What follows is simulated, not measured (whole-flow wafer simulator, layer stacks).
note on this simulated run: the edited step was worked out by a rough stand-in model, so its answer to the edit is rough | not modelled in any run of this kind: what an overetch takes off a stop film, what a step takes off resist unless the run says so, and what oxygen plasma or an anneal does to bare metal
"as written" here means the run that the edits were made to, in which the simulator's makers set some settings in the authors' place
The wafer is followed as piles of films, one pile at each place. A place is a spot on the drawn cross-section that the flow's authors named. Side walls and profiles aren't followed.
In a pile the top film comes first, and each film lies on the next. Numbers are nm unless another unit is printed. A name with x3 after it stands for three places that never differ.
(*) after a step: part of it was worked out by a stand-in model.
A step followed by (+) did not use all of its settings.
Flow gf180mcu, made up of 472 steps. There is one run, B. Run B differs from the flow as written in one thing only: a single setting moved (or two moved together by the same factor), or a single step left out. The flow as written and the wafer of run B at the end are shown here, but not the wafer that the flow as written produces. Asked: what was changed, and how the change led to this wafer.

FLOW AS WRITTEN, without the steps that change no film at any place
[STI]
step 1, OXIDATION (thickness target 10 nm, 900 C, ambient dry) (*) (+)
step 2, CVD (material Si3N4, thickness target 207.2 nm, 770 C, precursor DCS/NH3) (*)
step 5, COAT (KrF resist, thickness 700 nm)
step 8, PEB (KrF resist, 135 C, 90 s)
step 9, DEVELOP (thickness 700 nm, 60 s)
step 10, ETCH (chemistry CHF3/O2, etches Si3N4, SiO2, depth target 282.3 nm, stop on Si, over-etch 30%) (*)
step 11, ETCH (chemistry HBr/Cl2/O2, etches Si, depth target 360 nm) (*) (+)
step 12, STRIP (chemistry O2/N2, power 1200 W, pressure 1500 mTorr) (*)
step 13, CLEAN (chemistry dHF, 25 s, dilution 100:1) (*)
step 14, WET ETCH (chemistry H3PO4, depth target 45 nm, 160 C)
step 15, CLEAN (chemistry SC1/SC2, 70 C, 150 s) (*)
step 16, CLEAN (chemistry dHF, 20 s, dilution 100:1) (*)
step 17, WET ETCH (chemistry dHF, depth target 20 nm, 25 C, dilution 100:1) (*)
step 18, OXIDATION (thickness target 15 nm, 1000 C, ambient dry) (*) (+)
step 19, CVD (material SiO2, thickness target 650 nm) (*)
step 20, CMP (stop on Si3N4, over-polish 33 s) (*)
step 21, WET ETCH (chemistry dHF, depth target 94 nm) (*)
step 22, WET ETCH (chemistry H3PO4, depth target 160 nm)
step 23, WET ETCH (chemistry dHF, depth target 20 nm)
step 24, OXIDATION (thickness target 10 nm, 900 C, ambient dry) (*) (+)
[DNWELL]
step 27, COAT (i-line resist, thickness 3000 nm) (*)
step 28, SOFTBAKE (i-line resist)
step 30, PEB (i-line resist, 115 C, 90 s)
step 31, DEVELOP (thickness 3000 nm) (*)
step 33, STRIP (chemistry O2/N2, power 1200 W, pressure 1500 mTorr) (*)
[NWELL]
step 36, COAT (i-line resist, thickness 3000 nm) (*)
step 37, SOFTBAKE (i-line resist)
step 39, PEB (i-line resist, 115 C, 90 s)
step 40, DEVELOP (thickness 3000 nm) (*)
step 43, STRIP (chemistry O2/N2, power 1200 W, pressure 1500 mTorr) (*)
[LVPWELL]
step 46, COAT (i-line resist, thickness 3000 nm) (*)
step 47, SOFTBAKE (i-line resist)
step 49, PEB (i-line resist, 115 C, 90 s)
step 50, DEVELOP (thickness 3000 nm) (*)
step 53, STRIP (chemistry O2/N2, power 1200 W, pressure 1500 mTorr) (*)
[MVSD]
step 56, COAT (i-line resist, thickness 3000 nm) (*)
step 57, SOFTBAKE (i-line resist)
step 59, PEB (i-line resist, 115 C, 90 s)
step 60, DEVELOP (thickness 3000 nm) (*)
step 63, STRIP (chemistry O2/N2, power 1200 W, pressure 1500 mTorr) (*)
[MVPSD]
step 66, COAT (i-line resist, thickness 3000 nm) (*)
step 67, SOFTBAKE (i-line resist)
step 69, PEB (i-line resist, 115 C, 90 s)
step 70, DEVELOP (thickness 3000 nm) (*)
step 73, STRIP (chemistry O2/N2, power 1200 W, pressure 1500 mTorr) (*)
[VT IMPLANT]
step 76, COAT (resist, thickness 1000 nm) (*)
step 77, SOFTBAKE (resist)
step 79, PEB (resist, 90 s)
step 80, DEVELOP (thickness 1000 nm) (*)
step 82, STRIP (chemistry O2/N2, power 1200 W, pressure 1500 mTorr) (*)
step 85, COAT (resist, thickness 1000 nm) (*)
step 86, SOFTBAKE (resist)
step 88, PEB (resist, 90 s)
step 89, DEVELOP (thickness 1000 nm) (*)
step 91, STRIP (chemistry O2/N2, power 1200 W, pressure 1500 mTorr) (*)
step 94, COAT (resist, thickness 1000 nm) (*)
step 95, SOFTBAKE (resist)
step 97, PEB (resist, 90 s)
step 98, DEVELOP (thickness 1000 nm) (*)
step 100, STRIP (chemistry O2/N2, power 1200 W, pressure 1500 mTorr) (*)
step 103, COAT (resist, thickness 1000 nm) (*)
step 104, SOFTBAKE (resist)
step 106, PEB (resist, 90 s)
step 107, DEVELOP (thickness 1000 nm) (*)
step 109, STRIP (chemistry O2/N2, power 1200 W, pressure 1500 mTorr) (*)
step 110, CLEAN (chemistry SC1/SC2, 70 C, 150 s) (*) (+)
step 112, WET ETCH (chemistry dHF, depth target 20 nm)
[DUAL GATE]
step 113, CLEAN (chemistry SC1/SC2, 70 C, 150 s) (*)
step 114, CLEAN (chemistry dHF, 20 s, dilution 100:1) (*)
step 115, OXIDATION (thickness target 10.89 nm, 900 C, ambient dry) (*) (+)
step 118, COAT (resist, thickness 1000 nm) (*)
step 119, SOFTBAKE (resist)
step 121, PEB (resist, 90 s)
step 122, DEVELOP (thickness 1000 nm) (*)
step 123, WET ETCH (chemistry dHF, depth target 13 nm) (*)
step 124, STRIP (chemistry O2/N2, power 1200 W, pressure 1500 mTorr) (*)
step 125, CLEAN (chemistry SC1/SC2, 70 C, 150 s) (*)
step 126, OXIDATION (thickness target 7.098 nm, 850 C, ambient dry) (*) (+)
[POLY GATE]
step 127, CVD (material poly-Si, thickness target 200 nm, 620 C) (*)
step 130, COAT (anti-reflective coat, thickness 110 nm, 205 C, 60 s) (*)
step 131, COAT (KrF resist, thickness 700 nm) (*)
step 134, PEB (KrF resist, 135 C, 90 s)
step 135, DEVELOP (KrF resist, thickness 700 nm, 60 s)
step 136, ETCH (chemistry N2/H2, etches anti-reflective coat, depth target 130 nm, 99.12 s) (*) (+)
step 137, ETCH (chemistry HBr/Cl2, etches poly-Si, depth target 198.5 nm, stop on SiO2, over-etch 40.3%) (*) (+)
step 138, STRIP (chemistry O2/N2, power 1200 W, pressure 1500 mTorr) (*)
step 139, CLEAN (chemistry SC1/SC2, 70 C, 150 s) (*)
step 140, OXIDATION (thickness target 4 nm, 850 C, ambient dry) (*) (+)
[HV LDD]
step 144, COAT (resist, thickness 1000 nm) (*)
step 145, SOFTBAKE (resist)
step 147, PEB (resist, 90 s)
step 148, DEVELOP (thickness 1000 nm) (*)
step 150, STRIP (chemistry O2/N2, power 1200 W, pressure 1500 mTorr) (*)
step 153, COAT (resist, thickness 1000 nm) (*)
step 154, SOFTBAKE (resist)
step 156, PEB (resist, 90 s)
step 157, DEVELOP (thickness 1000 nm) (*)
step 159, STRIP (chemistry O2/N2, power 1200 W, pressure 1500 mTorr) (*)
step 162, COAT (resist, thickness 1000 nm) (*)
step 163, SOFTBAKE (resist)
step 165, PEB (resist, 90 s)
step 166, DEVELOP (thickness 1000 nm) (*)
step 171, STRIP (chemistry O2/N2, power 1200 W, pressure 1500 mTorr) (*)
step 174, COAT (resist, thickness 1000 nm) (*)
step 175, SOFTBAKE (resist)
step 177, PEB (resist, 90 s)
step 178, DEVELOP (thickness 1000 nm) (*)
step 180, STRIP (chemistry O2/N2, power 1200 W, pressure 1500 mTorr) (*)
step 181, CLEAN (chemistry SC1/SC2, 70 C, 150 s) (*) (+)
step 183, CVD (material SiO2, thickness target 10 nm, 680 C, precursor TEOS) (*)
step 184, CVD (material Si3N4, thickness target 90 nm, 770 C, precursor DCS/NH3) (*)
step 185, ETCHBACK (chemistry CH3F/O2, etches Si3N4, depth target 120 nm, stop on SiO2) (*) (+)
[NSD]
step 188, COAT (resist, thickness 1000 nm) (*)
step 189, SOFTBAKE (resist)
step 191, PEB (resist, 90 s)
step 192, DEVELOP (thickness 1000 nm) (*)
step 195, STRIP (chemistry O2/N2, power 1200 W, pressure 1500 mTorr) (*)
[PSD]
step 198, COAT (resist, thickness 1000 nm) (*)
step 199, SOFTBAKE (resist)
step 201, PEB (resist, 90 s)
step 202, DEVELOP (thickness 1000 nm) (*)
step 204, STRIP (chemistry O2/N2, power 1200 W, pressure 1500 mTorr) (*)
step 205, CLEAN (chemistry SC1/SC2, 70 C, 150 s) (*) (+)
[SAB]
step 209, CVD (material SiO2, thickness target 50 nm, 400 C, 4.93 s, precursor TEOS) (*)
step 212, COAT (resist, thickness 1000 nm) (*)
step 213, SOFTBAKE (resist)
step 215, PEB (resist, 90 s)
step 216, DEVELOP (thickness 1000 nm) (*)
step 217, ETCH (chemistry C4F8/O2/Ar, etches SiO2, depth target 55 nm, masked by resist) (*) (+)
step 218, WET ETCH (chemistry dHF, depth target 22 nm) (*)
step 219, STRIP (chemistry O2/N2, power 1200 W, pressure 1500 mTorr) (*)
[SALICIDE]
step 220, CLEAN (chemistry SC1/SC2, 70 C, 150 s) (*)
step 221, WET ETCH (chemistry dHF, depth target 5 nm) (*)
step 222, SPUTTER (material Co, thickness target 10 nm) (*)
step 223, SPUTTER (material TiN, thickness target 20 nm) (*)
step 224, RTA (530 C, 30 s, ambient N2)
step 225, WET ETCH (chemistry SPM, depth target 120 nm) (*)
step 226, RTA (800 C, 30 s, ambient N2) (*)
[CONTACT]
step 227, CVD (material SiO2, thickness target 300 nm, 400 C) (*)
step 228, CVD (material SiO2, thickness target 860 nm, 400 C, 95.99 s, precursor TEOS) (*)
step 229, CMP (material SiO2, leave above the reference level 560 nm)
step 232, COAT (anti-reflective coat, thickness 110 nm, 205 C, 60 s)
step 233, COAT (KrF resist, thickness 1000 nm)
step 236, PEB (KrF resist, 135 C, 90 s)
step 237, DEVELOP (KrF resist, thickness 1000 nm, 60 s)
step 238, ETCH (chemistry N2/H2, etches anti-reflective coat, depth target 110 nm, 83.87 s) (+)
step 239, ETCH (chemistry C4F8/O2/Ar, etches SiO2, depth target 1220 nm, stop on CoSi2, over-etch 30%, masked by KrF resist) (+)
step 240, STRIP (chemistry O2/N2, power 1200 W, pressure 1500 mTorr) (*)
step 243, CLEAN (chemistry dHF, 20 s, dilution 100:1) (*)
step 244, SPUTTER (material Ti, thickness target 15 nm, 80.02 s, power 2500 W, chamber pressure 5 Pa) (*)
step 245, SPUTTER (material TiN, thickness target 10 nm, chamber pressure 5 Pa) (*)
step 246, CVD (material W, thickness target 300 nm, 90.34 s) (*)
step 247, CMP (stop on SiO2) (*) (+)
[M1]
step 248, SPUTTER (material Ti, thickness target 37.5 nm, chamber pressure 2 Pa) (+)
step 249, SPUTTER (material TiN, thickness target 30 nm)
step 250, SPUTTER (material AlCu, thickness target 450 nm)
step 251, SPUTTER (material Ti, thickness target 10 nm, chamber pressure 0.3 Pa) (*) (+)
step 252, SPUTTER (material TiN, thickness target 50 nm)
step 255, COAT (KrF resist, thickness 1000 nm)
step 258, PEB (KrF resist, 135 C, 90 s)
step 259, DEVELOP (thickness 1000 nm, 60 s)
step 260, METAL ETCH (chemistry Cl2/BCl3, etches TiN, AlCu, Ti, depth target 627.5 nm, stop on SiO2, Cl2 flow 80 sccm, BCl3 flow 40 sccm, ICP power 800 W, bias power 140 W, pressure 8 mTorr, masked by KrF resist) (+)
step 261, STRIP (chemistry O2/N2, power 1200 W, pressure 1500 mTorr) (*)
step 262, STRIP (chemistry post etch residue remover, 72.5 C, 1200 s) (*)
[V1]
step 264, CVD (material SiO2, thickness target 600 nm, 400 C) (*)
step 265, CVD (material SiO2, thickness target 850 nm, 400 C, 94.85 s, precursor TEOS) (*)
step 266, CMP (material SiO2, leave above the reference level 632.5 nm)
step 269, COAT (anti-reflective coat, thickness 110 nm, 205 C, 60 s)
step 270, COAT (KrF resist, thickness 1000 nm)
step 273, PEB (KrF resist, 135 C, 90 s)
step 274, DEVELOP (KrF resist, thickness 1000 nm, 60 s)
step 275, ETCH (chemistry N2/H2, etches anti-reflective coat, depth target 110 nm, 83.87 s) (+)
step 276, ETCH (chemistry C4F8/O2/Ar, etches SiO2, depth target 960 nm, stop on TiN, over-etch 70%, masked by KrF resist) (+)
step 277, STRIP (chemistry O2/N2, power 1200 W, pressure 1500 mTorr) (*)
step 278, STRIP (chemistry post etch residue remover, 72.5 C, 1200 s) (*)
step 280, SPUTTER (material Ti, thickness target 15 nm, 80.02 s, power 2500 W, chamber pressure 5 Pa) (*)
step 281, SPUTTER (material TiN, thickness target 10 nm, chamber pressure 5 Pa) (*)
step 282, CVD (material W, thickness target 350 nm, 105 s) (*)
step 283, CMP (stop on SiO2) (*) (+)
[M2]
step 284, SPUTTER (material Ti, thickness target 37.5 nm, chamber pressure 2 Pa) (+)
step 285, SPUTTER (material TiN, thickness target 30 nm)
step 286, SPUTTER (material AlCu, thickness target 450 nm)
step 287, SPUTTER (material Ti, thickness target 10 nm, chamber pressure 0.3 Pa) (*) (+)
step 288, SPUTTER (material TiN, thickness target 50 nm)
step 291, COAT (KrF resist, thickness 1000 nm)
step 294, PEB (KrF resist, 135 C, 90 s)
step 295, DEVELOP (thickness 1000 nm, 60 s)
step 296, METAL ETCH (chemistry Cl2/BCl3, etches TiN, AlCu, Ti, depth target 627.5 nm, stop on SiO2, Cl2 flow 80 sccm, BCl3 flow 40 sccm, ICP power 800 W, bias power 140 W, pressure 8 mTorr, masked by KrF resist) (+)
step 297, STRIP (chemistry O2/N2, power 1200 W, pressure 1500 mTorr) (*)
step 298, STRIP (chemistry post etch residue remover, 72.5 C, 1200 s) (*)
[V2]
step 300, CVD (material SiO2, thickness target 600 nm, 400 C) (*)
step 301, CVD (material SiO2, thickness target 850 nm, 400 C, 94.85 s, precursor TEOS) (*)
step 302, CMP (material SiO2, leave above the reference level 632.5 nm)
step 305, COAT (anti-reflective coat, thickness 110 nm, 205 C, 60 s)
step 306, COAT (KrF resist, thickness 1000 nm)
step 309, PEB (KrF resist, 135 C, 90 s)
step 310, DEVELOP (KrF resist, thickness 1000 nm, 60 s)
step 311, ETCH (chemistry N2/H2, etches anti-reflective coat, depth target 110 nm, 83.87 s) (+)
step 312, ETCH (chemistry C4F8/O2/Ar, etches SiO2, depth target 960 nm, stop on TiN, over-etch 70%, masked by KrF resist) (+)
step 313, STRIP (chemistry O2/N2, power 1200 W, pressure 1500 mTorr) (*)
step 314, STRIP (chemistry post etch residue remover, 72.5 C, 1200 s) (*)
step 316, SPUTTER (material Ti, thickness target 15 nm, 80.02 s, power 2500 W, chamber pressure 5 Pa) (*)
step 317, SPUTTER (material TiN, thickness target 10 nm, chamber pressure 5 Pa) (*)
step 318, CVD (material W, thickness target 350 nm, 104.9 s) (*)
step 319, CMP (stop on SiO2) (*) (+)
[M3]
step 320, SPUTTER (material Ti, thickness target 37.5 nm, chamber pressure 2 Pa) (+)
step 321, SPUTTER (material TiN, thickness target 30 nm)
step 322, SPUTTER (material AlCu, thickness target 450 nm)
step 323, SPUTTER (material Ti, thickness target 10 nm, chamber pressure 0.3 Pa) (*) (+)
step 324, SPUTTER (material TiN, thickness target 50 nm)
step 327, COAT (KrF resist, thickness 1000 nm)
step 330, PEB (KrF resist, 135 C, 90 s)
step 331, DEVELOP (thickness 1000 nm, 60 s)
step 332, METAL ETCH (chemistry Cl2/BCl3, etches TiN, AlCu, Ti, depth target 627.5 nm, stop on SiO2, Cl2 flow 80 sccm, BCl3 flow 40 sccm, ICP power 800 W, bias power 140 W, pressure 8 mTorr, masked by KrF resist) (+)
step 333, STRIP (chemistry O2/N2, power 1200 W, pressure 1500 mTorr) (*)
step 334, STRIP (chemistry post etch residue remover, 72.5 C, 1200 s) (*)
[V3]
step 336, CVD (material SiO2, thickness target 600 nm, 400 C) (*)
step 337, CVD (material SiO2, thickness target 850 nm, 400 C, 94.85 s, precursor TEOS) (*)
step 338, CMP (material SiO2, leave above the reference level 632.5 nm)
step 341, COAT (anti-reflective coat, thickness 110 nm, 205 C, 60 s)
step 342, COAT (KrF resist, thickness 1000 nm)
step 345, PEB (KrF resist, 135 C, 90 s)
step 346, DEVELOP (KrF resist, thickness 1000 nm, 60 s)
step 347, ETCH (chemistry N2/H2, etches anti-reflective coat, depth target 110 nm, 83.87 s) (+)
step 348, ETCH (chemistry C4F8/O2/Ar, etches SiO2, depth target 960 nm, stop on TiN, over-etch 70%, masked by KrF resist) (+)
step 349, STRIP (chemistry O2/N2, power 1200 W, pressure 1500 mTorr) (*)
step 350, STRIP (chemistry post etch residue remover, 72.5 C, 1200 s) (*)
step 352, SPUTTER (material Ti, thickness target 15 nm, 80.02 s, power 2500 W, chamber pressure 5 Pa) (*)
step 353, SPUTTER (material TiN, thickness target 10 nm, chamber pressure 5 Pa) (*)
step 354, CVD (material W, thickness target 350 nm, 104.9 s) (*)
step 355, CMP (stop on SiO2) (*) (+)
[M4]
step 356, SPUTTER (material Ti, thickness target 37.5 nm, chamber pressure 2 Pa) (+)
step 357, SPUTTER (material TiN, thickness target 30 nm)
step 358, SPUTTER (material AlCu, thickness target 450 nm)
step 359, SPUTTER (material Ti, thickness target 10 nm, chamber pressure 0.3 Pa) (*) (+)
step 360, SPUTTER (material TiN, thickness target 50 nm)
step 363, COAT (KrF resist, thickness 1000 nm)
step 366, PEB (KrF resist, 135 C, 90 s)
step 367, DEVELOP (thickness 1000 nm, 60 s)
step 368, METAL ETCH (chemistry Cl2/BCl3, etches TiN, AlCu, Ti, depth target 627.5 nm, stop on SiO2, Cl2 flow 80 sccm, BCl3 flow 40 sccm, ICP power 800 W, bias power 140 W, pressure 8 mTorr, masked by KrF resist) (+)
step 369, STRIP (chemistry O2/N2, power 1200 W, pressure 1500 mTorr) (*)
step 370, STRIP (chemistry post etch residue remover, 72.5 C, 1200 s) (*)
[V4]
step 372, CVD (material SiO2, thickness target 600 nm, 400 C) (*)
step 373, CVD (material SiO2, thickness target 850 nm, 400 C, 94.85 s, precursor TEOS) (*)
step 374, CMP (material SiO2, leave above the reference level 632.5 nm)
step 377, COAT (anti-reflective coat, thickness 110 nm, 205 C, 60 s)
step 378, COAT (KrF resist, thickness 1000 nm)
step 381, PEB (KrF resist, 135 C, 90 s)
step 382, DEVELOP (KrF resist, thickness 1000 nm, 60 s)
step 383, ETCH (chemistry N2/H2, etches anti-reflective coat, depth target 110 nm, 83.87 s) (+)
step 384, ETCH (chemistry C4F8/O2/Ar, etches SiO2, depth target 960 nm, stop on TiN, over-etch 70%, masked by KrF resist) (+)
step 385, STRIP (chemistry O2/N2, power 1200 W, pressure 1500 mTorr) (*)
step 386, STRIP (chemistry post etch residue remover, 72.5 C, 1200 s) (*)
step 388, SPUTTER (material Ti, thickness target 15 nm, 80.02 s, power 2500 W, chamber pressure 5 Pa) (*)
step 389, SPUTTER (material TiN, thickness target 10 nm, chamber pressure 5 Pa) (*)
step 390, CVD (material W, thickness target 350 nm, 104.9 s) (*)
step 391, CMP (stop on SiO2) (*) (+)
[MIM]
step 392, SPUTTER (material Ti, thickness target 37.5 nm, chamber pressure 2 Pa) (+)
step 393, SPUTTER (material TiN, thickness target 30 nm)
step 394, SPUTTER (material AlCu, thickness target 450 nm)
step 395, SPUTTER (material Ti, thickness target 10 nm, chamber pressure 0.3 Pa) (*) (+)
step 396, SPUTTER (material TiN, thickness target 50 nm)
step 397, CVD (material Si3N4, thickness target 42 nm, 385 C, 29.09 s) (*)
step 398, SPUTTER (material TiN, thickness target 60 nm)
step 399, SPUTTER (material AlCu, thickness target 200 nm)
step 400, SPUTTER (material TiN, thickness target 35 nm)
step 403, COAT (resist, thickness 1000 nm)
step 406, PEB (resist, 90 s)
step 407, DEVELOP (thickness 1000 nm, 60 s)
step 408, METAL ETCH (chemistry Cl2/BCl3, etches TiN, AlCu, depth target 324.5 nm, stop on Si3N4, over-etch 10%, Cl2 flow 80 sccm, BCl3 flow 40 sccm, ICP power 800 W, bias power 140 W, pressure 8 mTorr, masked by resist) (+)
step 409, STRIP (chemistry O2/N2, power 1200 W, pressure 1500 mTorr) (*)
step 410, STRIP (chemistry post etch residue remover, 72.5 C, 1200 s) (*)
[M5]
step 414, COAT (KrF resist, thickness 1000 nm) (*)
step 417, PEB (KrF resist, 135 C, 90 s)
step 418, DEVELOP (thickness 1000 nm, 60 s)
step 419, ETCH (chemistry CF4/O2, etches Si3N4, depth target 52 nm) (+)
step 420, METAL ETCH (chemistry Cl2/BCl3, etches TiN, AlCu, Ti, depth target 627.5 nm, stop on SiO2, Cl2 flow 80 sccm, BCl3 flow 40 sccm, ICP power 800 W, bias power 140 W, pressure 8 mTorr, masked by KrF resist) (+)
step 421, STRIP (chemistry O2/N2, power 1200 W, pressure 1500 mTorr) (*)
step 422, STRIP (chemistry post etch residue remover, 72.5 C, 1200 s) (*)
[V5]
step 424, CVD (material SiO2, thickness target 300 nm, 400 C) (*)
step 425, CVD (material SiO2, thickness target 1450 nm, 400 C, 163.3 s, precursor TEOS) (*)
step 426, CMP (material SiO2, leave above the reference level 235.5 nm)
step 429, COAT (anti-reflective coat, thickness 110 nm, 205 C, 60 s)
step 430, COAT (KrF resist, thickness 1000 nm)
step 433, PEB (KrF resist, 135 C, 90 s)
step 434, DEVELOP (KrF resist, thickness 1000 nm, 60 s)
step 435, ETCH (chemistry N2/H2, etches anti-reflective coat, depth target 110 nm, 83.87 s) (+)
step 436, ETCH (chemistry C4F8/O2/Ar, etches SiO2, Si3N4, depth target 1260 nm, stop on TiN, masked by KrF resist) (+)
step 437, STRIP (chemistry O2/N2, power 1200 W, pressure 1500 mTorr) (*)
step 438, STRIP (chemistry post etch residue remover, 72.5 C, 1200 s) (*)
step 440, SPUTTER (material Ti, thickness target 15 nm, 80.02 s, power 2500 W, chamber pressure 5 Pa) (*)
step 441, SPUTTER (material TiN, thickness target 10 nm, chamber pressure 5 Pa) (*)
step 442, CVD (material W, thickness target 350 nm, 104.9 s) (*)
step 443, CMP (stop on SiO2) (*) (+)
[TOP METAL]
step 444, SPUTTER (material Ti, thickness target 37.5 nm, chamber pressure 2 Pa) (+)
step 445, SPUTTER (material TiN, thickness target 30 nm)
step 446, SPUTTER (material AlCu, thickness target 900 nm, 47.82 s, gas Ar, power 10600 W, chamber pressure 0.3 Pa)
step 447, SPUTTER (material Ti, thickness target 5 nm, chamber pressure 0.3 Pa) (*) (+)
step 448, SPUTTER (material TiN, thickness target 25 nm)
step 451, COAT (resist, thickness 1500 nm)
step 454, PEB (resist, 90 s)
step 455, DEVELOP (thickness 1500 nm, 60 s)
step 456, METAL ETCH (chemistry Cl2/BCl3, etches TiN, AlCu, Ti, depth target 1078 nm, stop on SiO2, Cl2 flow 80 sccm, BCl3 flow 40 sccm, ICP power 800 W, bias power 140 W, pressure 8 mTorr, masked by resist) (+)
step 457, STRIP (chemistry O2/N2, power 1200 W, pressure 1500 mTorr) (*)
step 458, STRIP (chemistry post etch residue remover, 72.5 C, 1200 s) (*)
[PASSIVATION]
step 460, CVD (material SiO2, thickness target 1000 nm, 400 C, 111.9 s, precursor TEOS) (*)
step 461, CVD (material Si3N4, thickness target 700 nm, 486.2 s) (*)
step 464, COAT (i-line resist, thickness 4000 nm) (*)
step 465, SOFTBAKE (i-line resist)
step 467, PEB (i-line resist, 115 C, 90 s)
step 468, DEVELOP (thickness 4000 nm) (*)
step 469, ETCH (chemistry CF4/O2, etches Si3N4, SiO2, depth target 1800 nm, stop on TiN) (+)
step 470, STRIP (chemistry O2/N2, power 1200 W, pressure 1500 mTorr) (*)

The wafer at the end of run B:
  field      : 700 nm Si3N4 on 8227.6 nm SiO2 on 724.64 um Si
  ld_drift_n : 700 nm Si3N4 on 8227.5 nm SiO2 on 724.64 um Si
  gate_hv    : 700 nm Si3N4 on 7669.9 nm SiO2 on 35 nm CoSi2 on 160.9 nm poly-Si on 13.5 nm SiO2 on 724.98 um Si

What caused this: step 126, OXIDATION: thickness target 6.246 nm was run, though the flow has thickness target 7.098 nm.

Step by step, how the change led to this:
  step 126, OXIDATION (thickness target 7.098 nm, 850 C, ambient dry) (*) (+)
      gate_hv, active_hv, active_nat and 25 more: SiO2 gains 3, Si loses 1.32 (it would be, as written: SiO2 gains 3.72, Si loses 1.64)
      active, n_well, p_well and 12 more: SiO2 gains 6.25 (new film), chemical SiO2 loses 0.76 (all of it), Si loses 2.42 (it would be, as written: SiO2 gains 7.1 (new film), chemical SiO2 loses 0.76 (all of it), Si loses 2.79)
  step 189, SOFTBAKE (resist)
      field__w9: resist loses 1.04 (it would be, as written: resist gains 1.85)
  step 199, SOFTBAKE (resist)
      field__w9: resist loses 1.04 (it would be, as written: resist gains 1.85)
  step 218, WET ETCH (chemistry dHF, depth target 22 nm) (*)
      active, p_well, sd_n, iso_ptap_pw, iso_ntap_nw, iso_ptap_sub, vpnp_e: SiO2 loses 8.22 (all of it) (it would be, as written: SiO2 loses 9.01 (all of it))
      ldn_tap, ldn_src, ldn_drn, ldp_tap, ldp_src, ldp_drn, ldp_gr: SiO2 loses 15.3 (all of it) (it would be, as written: SiO2 loses 16 (all of it))
      (as well as at 9 more places)
  step 223, SPUTTER (material TiN, thickness target 20 nm) (*)
      field__w12: TiN gains 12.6 (new film) (it would be, as written: TiN gains 12 (new film))
  step 225, WET ETCH (chemistry SPM, depth target 120 nm) (*)
      field__w12: TiN loses 12.6 (all of it), Co loses 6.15 (all of it) (it would be, as written: TiN loses 12 (all of it), Co loses 6.15 (all of it))
